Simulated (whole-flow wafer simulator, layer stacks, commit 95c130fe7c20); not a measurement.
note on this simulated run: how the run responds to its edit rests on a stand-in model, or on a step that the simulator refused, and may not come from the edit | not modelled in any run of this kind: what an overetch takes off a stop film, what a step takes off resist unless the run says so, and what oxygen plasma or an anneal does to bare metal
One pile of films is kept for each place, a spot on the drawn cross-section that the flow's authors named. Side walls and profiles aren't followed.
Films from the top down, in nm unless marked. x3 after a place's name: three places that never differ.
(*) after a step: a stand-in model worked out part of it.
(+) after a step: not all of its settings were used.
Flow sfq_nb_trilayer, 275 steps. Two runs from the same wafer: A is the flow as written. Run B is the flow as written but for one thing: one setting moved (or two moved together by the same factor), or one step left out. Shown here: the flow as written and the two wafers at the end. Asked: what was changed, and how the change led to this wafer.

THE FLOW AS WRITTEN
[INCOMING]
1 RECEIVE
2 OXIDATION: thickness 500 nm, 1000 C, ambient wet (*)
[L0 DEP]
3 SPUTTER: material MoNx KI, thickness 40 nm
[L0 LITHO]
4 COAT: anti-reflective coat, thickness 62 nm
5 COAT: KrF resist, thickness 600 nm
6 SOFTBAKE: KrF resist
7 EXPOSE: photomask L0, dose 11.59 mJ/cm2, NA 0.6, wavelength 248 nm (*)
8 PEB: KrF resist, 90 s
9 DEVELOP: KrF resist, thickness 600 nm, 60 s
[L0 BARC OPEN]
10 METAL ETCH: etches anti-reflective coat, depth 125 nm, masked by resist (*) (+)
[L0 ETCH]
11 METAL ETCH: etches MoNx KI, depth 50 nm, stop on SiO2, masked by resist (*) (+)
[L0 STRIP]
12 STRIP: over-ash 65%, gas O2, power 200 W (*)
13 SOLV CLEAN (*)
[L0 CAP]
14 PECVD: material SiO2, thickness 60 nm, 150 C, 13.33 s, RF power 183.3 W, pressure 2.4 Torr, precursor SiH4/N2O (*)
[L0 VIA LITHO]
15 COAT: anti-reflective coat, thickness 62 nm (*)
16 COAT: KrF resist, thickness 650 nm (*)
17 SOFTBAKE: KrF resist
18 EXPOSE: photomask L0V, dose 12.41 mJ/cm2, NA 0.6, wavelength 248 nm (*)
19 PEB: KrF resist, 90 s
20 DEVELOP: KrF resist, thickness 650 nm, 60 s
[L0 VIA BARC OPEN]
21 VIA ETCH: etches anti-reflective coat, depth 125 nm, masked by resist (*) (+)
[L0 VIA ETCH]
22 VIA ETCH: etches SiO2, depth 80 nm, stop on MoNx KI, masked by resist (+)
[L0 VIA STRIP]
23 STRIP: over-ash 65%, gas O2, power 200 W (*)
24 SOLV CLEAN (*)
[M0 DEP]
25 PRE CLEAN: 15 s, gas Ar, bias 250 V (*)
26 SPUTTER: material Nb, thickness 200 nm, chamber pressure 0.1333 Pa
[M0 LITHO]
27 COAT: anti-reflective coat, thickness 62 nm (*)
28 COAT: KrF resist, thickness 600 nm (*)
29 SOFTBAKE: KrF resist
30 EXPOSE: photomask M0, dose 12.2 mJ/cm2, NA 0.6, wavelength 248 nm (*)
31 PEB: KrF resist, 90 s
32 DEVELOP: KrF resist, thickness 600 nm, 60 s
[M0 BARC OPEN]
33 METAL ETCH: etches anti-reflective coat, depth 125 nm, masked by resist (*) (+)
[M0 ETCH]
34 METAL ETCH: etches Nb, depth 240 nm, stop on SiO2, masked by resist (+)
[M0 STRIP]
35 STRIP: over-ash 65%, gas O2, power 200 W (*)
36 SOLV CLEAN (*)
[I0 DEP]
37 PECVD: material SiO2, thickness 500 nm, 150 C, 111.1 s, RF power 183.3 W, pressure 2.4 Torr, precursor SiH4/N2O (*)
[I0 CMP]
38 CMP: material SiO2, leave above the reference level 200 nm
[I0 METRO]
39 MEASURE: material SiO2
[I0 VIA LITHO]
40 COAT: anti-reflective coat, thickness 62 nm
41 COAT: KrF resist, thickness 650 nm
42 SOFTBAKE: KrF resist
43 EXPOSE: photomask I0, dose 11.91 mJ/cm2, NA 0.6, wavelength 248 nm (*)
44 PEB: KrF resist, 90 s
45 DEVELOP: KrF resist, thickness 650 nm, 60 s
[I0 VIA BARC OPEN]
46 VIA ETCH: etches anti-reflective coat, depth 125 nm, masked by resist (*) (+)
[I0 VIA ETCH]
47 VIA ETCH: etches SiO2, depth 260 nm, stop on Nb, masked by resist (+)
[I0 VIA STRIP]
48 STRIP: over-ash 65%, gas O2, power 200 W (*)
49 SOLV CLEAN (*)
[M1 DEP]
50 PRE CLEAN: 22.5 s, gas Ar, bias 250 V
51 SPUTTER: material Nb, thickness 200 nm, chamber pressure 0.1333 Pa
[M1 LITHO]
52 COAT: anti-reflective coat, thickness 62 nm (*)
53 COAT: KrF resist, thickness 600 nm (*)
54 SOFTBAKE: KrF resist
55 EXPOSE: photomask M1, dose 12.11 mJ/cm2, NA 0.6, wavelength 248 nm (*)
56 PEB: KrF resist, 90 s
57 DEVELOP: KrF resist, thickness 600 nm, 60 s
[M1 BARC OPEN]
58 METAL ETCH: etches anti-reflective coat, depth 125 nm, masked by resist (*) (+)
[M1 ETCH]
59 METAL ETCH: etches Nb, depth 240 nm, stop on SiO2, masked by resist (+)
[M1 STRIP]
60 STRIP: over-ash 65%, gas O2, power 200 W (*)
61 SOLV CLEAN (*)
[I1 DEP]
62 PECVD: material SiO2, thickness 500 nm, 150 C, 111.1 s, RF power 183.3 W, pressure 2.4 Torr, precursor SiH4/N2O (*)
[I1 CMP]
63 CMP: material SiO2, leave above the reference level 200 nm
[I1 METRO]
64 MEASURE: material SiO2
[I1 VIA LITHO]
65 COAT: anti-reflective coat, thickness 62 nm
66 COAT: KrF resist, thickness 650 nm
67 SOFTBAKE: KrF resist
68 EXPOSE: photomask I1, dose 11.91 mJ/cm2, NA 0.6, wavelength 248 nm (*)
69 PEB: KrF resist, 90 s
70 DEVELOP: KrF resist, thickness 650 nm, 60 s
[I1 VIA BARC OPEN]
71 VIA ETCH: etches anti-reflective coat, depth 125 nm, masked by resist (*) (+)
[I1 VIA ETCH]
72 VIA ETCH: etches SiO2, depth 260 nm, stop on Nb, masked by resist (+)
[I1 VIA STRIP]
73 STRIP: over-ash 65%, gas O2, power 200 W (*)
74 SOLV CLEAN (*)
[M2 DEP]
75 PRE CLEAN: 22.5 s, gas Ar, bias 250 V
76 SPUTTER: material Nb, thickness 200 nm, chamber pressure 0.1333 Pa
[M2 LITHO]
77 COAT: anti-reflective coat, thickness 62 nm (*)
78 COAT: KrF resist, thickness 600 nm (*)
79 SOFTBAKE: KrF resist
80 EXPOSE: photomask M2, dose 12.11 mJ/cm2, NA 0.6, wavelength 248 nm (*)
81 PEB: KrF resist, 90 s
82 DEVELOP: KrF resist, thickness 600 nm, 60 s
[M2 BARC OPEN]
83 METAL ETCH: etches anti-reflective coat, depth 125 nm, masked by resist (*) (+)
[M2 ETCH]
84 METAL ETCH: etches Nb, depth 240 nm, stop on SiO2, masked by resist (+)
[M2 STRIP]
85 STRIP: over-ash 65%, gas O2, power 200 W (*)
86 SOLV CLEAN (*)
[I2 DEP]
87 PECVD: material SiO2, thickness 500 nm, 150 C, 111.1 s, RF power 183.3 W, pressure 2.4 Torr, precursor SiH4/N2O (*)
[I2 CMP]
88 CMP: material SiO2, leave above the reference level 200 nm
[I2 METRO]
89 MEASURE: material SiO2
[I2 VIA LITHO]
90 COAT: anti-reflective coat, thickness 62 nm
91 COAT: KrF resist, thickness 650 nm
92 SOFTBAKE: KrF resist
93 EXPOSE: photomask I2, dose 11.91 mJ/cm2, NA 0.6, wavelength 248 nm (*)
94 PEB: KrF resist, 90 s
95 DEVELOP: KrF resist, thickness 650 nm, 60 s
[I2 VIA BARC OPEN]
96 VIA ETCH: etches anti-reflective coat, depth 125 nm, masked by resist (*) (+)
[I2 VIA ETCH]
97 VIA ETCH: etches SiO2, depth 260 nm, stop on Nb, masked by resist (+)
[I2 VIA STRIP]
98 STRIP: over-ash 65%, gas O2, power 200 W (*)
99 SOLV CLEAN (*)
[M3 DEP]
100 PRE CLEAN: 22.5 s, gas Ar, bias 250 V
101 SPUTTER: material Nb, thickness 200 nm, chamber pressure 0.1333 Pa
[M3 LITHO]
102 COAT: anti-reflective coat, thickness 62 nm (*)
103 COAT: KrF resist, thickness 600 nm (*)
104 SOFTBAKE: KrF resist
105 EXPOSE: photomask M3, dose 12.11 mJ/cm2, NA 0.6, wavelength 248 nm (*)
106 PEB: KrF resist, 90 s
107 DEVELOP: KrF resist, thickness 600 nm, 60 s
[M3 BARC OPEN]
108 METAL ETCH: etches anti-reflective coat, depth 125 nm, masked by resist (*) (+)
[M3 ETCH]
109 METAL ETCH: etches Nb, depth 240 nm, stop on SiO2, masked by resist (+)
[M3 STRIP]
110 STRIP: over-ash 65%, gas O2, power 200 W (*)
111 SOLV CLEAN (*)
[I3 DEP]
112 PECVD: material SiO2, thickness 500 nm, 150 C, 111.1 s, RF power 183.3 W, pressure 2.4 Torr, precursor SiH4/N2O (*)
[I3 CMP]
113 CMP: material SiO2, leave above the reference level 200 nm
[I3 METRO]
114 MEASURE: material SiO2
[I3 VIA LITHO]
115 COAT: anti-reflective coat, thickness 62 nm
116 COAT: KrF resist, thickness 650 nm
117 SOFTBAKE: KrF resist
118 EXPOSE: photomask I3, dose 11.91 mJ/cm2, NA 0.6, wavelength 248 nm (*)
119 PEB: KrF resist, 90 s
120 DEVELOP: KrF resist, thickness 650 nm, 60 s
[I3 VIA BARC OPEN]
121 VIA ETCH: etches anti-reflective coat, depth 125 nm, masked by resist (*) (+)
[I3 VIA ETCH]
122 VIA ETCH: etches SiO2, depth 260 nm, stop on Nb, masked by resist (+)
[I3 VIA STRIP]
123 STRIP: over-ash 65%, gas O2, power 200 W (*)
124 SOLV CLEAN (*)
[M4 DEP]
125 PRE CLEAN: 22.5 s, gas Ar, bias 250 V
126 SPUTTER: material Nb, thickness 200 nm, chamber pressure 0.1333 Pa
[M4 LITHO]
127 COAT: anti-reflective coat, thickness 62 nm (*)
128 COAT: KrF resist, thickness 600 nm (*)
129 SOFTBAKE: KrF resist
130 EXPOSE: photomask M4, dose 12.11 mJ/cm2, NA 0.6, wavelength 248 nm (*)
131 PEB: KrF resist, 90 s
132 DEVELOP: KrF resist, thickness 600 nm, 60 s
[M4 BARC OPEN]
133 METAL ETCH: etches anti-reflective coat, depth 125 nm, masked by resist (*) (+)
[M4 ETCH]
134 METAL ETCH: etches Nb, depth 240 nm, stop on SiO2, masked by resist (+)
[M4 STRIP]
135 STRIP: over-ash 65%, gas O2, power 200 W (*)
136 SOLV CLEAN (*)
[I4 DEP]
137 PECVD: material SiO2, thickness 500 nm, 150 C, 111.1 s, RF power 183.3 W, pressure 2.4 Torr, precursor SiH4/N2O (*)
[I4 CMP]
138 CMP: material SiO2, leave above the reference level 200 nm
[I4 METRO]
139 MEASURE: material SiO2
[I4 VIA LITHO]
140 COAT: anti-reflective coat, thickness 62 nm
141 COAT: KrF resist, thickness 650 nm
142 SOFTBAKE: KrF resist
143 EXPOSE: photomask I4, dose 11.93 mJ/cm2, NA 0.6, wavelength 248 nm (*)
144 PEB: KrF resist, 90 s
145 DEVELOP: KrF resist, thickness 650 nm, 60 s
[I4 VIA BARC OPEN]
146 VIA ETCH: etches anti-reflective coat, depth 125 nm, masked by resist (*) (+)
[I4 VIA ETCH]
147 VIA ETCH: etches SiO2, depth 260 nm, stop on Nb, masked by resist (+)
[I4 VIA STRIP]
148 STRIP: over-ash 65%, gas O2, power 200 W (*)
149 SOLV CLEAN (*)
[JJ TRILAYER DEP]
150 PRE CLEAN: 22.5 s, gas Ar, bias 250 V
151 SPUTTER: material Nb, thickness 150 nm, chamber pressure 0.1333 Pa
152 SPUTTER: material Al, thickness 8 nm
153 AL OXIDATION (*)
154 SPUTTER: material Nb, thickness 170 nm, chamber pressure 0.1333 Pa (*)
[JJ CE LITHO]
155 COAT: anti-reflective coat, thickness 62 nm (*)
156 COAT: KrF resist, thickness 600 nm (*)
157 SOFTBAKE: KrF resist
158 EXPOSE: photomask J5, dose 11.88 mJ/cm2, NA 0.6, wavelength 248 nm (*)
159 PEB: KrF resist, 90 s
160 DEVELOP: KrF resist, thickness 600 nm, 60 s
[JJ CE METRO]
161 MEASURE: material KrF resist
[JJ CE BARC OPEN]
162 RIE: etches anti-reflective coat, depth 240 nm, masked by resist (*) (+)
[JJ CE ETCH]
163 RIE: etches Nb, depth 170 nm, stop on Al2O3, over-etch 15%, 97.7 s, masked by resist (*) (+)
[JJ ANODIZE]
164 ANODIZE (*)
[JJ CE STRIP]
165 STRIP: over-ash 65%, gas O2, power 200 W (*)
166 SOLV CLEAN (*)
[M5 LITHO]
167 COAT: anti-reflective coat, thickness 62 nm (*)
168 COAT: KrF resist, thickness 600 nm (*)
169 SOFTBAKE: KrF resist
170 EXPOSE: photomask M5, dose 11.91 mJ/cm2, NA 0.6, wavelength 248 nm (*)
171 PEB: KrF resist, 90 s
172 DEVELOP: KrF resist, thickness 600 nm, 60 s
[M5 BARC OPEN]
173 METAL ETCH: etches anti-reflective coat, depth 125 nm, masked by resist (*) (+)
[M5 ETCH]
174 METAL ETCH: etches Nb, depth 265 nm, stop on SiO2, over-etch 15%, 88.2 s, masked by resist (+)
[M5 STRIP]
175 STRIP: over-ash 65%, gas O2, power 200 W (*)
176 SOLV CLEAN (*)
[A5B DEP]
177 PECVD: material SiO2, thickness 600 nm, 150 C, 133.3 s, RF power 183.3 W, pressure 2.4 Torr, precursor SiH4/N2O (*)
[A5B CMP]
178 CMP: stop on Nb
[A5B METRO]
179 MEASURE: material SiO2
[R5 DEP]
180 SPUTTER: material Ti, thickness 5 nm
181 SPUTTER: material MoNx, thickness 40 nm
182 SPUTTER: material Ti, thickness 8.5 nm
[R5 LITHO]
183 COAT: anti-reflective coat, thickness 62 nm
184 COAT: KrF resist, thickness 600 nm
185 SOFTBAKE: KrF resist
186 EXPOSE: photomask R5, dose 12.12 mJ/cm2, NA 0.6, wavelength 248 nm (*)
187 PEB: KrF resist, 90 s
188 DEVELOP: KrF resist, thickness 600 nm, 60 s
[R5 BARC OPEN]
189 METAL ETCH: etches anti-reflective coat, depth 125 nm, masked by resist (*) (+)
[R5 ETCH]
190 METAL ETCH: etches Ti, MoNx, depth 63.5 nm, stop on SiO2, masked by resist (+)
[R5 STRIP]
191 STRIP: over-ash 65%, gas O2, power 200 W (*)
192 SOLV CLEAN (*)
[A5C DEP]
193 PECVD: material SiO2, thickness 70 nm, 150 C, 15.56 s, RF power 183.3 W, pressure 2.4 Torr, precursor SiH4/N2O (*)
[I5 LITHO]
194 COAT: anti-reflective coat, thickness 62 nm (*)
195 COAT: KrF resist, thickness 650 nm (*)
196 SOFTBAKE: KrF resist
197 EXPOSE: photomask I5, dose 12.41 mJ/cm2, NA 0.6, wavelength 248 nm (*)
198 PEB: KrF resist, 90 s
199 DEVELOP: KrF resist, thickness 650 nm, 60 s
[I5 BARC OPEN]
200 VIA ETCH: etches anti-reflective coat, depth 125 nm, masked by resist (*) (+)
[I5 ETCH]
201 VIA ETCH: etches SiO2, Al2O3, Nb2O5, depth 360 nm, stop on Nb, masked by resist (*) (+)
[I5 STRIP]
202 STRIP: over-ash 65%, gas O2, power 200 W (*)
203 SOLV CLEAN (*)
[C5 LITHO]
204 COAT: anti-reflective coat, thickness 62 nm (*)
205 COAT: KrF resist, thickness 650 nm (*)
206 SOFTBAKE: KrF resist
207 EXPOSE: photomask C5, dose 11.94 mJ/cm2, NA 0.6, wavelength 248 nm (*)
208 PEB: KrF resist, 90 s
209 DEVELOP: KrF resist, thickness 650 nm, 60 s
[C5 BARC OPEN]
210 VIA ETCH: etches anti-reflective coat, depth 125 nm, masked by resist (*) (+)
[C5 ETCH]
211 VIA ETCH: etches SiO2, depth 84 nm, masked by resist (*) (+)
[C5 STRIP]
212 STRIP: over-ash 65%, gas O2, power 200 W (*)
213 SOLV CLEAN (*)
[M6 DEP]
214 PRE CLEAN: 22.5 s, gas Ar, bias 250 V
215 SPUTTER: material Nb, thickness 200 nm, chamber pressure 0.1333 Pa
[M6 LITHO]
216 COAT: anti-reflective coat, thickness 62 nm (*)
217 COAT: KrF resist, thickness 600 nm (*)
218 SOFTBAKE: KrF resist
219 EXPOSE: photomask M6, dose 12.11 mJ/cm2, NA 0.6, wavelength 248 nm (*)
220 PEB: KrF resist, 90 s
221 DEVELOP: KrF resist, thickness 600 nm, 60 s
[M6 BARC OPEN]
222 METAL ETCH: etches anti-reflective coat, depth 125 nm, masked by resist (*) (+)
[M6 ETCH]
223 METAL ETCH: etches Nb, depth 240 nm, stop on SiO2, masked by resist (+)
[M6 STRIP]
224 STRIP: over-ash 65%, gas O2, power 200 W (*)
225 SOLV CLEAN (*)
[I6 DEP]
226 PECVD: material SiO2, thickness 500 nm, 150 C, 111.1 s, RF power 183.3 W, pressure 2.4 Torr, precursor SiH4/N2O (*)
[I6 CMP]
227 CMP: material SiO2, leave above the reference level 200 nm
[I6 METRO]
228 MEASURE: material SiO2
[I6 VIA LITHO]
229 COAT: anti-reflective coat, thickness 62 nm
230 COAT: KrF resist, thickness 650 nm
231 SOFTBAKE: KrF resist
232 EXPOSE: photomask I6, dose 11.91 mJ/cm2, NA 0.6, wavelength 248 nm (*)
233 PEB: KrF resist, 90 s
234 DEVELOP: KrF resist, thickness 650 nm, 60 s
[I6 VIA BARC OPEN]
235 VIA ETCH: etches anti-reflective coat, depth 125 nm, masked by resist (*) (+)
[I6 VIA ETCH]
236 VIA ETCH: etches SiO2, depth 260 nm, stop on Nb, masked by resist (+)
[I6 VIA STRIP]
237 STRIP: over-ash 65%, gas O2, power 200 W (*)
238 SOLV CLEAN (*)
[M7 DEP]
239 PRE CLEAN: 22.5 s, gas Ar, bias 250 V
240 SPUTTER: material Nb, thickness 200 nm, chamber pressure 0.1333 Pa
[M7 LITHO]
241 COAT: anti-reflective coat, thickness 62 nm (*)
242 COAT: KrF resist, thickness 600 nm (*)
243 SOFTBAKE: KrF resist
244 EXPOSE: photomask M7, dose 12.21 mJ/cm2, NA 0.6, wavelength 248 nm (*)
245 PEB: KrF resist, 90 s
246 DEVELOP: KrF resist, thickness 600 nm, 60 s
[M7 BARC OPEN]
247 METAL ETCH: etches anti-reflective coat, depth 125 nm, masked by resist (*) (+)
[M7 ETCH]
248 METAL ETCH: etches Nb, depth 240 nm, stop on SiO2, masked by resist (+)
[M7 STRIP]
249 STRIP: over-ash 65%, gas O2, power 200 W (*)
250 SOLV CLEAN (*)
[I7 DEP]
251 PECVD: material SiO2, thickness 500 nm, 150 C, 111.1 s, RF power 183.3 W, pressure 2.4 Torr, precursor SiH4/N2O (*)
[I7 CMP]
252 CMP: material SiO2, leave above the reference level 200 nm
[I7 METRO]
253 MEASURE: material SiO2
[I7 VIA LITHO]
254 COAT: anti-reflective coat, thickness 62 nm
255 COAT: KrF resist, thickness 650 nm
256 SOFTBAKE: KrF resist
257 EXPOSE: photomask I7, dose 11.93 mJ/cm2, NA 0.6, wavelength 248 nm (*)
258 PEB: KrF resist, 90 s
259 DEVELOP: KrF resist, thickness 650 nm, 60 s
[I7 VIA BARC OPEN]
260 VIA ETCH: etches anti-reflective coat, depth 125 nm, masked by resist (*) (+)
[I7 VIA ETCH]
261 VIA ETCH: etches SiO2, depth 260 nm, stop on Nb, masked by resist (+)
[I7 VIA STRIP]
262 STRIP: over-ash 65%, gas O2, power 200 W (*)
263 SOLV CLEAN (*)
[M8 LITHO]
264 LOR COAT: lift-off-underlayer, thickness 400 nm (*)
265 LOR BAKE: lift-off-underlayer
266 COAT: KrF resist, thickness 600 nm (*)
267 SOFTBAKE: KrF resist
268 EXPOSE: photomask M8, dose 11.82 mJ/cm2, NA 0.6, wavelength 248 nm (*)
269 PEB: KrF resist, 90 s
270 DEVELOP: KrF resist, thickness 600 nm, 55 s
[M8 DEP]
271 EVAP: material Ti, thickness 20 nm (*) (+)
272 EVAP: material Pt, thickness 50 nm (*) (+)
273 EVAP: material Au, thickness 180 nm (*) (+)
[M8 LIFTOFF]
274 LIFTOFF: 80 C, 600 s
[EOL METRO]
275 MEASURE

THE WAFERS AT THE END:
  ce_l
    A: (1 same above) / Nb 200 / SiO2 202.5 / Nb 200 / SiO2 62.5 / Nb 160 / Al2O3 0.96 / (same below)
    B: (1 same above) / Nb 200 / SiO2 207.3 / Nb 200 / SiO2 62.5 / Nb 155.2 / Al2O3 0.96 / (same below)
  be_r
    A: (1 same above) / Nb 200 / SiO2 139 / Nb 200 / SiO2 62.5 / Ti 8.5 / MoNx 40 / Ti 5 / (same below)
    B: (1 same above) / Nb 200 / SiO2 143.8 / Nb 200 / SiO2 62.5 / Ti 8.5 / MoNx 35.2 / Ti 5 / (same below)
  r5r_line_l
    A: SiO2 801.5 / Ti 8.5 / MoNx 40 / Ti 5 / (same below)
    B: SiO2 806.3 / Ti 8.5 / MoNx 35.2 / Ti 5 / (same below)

The cause: step 181, SPUTTER: thickness 35.2 nm was run, where the flow has thickness 40 nm.
It can be read off the wafer: be_r has MoNx 35.2, and step 181 as written asks for 40 nm.

How the change led to this, step by step:
  181 SPUTTER: material MoNx, thickness 40 nm
      field_l, v_sur, via_wl and 103 more: A MoNx +40 (new film) | B MoNx +35.2 (new film)
  190 METAL ETCH: etches Ti, MoNx, depth 63.5 nm, stop on SiO2, masked by resist (+)
      field_l, v_sur, via_wl and 92 more: A Ti -8.5 (all of it), MoNx -40 (all of it), Ti -5 (all of it) | B Ti -8.5 (all of it), MoNx -35.2 (all of it), Ti -5 (all of it)
      ce_l, c5j, ce_r, wl_jj: A Ti -8.5 (all of it), MoNx -40 (all of it), Ti -5 (all of it), Nb -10 | B Ti -8.5 (all of it), MoNx -35.2 (all of it), Ti -5 (all of it), Nb -14.8
  194 COAT: anti-reflective coat, thickness 62 nm (*)
      r5r_spacepad_l, r5r_spacepad_r: A anti-reflective coat +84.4 (new film) | B anti-reflective coat +82.3 (new film)
      ce_l: A anti-reflective coat +67.2 (new film) | B anti-reflective coat +69.3 (new film)
      (and at 4 more places)
  202 STRIP: over-ash 65%, gas O2, power 200 W (*)
      r5r_spacepad_l, r5r_spacepad_r: A KrF resist -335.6 (all of it), anti-reflective coat -84.4 (all of it) | B KrF resist -335.4 (all of it), anti-reflective coat -82.3 (all of it)
      ce_l: A KrF resist -341.5 (all of it), anti-reflective coat -67.2 (all of it) | B KrF resist -342.8 (all of it), anti-reflective coat -69.3 (all of it)
      (and at 4 more places)
  204 COAT: anti-reflective coat, thickness 62 nm (*)
      r5r_spacepad_l, r5r_spacepad_r: A anti-reflective coat +84.4 (new film) | B anti-reflective coat +82.3 (new film)
      ce_l: A anti-reflective coat +66 (new film) | B anti-reflective coat +68.1 (new film)
      (and at 3 more places)
  212 STRIP: over-ash 65%, gas O2, power 200 W (*)
      r5r_spacepad_l, r5r_spacepad_r: A KrF resist -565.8 (all of it), anti-reflective coat -84.4 (all of it) | B KrF resist -565.2 (all of it), anti-reflective coat -82.3 (all of it)
      ce_l: A KrF resist -567.4 (all of it), anti-reflective coat -66 (all of it) | B KrF resist -568.3 (all of it), anti-reflective coat -68.1 (all of it)
      (and at 3 more places)
  216 COAT: anti-reflective coat, thickness 62 nm (*)
      r5r_spacepad_l, r5r_spacepad_r: A anti-reflective coat +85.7 (new film) | B anti-reflective coat +83.4 (new film)
      ce_l: A anti-reflective coat +48 (new film) | B anti-reflective coat +49.5 (new film)
      (and at 3 more places)
  222 METAL ETCH: etches anti-reflective coat, depth 125 nm, masked by resist (*) (+)
      r5r_spacepad_l, r5r_spacepad_r: A anti-reflective coat -85.7 (all of it) | B anti-reflective coat -83.4 (all of it)
  224 STRIP: over-ash 65%, gas O2, power 200 W (*)
      ce_l: A KrF resist -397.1 (all of it), anti-reflective coat -48 (all of it) | B KrF resist -398.9 (all of it), anti-reflective coat -49.5 (all of it)
      ce_r: A KrF resist -403.5 (all of it), anti-reflective coat -48.8 (all of it) | B KrF resist -404.8 (all of it), anti-reflective coat -50.3 (all of it)
      (and at 2 more places)
  227 CMP: material SiO2, leave above the reference level 200 nm
      r5r_line_l, r5r_line_c, r5r_line_r: A SiO2 -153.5 | B SiO2 -148.7
      r5r_spacepad_l, r5r_spacepad_r: A SiO2 -153.5 | B SiO2 -146.2
      (and at 1 more place)
